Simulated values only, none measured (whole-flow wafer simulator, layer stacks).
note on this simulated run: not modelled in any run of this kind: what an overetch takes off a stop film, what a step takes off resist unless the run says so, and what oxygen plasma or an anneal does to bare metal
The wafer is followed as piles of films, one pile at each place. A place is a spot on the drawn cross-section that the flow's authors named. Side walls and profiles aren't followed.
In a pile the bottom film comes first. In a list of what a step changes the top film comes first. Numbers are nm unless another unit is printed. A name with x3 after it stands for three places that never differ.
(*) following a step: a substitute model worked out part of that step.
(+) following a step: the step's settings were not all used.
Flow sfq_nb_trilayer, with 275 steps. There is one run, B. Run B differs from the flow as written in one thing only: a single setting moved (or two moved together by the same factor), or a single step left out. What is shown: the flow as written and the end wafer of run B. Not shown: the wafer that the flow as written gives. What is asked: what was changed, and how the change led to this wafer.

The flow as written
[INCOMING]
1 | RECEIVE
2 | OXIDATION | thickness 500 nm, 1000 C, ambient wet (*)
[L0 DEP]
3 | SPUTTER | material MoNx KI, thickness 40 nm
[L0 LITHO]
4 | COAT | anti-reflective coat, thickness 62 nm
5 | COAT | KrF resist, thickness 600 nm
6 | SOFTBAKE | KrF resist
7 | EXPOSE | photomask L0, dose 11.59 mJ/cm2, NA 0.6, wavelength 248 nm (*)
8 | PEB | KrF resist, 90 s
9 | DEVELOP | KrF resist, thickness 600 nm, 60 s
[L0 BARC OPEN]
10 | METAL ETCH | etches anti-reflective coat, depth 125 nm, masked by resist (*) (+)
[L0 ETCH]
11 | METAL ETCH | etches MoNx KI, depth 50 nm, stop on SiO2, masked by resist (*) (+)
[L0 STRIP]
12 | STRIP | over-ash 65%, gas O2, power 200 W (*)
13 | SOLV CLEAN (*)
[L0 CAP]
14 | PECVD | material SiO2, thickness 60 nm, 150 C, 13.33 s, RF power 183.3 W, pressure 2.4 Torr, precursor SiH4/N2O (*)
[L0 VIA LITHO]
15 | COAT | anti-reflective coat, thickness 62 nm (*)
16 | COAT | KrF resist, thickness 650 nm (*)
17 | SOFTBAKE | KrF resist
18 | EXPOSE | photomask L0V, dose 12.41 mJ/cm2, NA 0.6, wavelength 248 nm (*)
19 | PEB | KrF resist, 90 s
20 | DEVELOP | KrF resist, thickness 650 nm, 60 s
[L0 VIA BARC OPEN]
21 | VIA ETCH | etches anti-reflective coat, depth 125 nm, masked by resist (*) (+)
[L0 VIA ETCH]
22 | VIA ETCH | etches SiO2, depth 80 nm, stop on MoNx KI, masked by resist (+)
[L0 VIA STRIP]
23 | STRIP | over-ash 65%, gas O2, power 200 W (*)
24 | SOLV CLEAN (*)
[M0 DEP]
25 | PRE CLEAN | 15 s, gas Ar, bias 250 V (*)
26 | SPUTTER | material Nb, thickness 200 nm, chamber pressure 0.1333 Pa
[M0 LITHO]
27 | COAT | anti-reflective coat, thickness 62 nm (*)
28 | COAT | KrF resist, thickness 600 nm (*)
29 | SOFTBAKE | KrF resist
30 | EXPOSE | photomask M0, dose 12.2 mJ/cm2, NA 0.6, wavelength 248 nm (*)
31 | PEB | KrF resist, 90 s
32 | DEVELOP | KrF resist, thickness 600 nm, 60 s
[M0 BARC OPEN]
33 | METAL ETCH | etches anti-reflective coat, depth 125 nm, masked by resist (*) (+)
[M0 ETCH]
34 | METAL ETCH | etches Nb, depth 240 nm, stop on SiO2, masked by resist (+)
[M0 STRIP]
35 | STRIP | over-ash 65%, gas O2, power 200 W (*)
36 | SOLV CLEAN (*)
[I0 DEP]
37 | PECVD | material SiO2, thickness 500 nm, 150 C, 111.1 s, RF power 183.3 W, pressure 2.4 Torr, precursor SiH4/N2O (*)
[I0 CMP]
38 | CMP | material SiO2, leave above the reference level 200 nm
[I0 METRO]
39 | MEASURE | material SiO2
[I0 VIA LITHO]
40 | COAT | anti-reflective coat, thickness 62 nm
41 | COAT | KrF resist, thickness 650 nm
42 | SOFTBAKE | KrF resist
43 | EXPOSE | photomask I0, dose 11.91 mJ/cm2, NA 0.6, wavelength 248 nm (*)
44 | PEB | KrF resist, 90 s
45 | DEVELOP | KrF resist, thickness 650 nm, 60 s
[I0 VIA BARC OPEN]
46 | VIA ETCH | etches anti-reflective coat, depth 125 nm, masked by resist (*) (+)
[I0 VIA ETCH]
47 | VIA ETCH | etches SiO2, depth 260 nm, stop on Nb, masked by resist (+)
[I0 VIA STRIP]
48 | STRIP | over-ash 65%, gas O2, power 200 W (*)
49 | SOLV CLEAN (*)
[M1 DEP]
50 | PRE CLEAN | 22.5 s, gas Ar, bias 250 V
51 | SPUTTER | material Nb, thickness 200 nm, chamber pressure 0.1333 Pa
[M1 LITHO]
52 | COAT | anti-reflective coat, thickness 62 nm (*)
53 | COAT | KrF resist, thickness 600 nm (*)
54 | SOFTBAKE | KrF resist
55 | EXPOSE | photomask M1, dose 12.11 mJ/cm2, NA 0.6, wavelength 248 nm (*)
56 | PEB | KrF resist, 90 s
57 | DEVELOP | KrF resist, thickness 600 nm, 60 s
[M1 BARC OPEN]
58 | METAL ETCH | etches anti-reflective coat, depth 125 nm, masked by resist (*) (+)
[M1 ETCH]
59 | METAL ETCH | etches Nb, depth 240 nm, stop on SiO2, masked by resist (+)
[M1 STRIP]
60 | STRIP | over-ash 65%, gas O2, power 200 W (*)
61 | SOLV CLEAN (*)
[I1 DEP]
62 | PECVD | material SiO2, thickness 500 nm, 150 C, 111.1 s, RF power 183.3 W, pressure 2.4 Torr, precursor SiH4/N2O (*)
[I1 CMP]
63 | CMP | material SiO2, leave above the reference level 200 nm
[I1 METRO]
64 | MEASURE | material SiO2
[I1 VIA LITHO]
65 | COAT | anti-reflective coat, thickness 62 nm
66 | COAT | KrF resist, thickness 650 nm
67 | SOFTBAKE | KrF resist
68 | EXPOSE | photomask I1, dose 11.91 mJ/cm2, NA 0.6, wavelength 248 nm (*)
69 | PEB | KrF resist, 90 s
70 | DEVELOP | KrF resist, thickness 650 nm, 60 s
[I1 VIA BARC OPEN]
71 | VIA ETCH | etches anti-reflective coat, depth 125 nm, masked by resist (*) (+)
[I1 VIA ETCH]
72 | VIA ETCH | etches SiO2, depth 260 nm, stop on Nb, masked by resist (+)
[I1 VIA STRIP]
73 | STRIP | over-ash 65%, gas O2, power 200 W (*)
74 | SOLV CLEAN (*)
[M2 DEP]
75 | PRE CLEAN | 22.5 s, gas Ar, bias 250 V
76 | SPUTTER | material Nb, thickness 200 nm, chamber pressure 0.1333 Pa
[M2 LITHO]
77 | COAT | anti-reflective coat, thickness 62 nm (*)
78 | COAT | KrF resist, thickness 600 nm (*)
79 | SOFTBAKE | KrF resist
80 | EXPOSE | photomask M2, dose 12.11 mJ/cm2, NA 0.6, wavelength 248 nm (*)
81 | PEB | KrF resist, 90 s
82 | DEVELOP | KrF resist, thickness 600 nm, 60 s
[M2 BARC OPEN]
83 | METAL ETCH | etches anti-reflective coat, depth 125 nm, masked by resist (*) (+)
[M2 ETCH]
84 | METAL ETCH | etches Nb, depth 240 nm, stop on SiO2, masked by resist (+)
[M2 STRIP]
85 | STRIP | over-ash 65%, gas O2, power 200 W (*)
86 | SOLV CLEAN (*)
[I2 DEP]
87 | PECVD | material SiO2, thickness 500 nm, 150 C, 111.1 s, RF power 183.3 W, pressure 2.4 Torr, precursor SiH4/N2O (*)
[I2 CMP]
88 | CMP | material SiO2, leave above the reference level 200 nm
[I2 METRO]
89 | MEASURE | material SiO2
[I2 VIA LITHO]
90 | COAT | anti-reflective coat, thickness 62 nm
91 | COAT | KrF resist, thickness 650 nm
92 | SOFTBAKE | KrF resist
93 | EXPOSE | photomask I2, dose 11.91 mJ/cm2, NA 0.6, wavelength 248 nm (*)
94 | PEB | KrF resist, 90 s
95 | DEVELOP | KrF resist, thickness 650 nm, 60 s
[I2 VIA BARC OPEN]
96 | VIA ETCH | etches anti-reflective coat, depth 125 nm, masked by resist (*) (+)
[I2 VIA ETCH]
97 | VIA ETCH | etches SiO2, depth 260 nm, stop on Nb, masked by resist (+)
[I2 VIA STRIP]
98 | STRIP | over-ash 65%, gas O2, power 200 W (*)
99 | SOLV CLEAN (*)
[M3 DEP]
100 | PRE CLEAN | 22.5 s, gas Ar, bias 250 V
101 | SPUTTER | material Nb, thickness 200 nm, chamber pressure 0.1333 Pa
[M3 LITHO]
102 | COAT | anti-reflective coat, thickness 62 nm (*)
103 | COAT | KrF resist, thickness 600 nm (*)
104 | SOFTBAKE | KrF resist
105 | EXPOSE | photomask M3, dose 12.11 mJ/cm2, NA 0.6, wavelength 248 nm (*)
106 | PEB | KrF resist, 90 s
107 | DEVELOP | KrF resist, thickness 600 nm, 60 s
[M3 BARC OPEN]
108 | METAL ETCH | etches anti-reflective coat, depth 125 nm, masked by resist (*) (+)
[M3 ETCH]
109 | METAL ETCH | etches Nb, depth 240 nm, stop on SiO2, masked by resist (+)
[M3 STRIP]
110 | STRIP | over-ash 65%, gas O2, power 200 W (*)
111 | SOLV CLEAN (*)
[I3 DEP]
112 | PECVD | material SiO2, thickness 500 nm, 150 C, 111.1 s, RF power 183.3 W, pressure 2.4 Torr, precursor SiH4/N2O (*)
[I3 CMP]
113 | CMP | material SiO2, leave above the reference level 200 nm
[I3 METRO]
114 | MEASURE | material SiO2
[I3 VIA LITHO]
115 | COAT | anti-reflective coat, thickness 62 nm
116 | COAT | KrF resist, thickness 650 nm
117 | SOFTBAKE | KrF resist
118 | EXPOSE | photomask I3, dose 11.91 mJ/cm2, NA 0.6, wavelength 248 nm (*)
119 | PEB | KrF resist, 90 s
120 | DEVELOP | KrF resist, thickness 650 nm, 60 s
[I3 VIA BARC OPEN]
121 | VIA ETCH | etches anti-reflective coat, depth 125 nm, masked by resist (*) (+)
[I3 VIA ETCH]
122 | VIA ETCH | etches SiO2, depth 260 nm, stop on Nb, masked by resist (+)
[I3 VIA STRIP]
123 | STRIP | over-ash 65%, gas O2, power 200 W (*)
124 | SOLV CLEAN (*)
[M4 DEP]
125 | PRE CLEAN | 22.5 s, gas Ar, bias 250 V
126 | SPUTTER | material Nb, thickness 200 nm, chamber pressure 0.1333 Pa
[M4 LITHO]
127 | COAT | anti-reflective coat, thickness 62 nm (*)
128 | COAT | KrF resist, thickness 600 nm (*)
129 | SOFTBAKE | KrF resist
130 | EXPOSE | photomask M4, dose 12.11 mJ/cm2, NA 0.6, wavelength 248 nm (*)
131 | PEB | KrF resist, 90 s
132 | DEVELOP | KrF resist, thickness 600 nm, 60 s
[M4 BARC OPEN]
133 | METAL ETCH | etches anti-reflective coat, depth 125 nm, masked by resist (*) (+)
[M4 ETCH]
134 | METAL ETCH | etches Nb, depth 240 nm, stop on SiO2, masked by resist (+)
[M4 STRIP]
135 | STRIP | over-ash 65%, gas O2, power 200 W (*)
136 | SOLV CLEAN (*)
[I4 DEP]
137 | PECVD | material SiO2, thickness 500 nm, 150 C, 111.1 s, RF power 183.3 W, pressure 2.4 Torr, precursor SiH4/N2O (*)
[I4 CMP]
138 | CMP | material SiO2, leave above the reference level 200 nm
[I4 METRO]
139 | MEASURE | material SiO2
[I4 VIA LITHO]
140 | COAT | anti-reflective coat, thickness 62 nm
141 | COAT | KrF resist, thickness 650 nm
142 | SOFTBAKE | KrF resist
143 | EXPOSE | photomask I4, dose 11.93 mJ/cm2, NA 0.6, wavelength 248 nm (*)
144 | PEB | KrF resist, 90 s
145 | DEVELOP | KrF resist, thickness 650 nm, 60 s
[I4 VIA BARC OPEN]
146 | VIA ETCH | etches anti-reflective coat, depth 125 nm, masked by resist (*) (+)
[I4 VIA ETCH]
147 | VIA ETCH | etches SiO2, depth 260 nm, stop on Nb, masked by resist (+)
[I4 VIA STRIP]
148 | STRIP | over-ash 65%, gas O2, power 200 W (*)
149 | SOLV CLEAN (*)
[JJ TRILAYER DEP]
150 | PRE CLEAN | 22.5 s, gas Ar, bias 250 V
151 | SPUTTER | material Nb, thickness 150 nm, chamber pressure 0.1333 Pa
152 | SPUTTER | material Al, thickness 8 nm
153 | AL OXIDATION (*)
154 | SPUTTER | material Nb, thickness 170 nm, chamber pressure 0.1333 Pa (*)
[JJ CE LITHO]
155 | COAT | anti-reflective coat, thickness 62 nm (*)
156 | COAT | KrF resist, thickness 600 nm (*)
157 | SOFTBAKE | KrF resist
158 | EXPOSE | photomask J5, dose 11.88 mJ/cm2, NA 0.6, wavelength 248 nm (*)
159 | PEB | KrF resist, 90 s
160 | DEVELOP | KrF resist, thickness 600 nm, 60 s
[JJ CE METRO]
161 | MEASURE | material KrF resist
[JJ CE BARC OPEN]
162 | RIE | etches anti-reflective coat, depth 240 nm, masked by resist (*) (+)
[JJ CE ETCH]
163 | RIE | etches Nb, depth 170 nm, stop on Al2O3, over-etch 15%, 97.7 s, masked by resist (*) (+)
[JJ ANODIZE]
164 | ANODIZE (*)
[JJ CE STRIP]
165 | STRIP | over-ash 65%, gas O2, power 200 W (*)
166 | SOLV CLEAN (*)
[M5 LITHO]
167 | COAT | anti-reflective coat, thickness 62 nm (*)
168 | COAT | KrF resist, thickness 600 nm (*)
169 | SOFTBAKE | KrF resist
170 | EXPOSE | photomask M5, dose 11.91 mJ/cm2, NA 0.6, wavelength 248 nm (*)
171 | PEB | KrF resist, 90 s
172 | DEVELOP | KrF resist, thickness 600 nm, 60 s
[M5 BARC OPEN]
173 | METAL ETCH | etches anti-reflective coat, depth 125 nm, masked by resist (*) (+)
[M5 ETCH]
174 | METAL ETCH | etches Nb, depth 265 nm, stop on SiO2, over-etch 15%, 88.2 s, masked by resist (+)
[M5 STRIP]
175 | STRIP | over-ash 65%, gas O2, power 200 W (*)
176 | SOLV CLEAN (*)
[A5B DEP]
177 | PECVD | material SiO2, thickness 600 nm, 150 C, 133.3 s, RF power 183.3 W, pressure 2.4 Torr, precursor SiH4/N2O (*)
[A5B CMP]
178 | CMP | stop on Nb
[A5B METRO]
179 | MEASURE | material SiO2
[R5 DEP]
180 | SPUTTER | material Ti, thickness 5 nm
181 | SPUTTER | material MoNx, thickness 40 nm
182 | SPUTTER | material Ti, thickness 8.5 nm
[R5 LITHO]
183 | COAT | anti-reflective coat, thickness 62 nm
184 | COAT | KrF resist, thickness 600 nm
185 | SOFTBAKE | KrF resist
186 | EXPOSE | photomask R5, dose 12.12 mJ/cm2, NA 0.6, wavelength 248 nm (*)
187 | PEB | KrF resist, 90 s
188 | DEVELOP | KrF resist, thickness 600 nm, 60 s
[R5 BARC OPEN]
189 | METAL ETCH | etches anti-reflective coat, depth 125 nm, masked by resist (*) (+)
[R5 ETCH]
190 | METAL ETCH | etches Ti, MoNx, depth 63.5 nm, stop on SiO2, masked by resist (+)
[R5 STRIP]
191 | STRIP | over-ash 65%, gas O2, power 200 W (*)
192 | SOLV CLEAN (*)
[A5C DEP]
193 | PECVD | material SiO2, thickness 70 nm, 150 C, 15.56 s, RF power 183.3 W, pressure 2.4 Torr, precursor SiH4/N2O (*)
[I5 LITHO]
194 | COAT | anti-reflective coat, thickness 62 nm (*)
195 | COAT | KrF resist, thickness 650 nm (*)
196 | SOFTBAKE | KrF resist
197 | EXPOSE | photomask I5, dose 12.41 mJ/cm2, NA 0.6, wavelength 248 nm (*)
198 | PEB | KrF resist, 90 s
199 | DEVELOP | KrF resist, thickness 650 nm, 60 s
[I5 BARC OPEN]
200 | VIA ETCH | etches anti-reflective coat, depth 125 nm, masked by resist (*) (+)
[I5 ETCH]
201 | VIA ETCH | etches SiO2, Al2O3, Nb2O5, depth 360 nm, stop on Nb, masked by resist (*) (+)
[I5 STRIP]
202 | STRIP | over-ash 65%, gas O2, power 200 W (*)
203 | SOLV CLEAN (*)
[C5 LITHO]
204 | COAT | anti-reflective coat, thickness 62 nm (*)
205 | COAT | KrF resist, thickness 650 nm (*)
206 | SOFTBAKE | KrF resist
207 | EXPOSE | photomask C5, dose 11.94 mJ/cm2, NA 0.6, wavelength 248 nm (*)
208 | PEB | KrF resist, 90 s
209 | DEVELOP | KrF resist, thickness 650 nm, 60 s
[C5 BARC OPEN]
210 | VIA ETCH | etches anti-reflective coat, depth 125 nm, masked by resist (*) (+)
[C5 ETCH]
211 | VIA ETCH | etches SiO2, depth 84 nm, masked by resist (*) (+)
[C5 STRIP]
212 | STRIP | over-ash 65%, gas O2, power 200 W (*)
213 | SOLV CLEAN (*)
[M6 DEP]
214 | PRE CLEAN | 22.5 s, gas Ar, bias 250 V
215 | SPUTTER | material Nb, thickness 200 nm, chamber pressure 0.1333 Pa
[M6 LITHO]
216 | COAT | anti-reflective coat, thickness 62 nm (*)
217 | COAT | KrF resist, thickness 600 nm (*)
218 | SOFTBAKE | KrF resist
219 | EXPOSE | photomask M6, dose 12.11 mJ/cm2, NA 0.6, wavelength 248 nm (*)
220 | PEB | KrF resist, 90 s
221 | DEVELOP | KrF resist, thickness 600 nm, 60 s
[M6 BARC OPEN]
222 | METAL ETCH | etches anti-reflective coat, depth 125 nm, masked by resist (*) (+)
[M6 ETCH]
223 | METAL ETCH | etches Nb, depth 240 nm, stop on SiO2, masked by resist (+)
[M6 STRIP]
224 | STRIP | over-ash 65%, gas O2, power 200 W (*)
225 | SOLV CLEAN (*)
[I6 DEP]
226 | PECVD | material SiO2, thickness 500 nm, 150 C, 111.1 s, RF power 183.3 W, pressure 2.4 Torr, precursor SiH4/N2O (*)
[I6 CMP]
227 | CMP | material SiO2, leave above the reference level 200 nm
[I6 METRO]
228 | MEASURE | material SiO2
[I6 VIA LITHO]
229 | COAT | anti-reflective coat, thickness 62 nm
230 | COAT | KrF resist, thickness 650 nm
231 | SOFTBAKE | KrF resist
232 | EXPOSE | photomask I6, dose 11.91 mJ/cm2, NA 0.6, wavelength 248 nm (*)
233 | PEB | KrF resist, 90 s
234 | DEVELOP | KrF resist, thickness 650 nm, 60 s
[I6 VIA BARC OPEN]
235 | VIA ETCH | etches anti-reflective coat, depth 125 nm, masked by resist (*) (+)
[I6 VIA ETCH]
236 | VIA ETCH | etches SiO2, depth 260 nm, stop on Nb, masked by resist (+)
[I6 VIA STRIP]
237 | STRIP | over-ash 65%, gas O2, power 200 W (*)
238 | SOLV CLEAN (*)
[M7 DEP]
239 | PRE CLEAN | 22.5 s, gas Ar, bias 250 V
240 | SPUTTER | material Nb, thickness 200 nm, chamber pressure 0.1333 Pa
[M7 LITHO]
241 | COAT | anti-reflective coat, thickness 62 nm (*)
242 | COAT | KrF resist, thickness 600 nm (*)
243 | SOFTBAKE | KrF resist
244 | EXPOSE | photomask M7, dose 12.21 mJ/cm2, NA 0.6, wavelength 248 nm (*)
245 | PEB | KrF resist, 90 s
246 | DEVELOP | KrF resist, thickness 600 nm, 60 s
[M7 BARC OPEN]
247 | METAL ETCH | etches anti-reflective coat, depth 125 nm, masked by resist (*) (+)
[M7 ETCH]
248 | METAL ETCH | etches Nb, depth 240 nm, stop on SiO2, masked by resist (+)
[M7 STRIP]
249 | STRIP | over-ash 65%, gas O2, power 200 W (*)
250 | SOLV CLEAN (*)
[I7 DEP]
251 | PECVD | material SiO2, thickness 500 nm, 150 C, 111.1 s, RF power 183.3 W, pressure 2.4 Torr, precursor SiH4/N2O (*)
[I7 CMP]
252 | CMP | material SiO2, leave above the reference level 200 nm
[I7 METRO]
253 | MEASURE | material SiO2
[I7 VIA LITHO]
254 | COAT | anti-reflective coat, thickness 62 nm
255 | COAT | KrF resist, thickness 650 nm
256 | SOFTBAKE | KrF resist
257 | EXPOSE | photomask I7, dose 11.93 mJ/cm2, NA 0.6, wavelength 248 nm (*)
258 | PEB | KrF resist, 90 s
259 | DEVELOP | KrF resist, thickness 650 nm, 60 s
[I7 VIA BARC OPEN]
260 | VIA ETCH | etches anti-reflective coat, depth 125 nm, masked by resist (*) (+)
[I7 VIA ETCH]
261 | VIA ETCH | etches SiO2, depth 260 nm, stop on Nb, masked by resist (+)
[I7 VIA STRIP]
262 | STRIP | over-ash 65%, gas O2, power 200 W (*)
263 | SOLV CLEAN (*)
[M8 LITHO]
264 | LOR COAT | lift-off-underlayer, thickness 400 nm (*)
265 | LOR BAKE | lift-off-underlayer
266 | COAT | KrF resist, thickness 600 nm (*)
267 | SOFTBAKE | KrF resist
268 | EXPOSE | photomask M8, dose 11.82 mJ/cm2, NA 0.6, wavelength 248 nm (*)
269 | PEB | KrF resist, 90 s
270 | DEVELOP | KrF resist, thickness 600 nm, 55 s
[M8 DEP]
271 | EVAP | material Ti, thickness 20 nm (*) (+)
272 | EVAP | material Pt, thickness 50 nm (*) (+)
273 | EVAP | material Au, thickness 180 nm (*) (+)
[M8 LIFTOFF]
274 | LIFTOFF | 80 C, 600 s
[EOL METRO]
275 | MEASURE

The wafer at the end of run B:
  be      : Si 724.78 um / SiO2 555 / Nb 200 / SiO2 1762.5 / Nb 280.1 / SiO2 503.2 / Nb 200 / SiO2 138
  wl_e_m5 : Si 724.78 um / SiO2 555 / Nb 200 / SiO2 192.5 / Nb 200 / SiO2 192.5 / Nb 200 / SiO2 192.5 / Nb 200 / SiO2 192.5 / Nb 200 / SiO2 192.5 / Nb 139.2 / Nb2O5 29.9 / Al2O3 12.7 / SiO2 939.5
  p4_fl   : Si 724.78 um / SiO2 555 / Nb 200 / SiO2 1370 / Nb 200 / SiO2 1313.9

Cause: step 252, CMP: leave above the reference level 138 nm was run, while the flow as written has leave above the reference level 200 nm.
The wafer itself shows it: be has SiO2 138, and step 252 as written asks for 200 nm.

Step by step, how the change led to this:
  252 | CMP | material SiO2, leave above the reference level 200 nm
      field_l, p4_fl, p4_fm and 56 more: -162 SiO2 (in the flow as written it would be: -100 SiO2)
      v_sur, via_wl, via_w and 37 more: -362 SiO2 (in the flow as written it would be: -300 SiO2)
      (and at 7 other places as well)
  261 | VIA ETCH | etches SiO2, depth 260 nm, stop on Nb, masked by resist (+)
      field_l, v_sur, via_sp and 100 more: -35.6 KrF resist (in the flow as written it would be: -44.8 KrF resist)
      via_wl, via_w, via_wr: -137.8 SiO2 (all of it) (in the flow as written it would be: -199.8 SiO2 (all of it))
  264 | LOR COAT | lift-off-underlayer, thickness 400 nm (*)
      via_wl, via_wr: +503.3 lift-off-underlayer (new film) (in the flow as written it would be: +549.8 lift-off-underlayer (new film))
      v_sur: +378.9 lift-off-underlayer (new film) (in the flow as written it would be: +369.4 lift-off-underlayer (new film))
      (and at 1 other place as well)
  270 | DEVELOP | KrF resist, thickness 600 nm, 55 s
      v_sur: -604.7 KrF resist (all of it), -378.9 lift-off-underlayer (all of it) (in the flow as written it would be: -607.3 KrF resist (all of it), -369.4 lift-off-underlayer (all of it))
      via_wl: -616.1 KrF resist (all of it), -503.3 lift-off-underlayer (all of it) (in the flow as written it would be: -623.9 KrF resist (all of it), -549.8 lift-off-underlayer (all of it))
      (and at 2 other places as well)
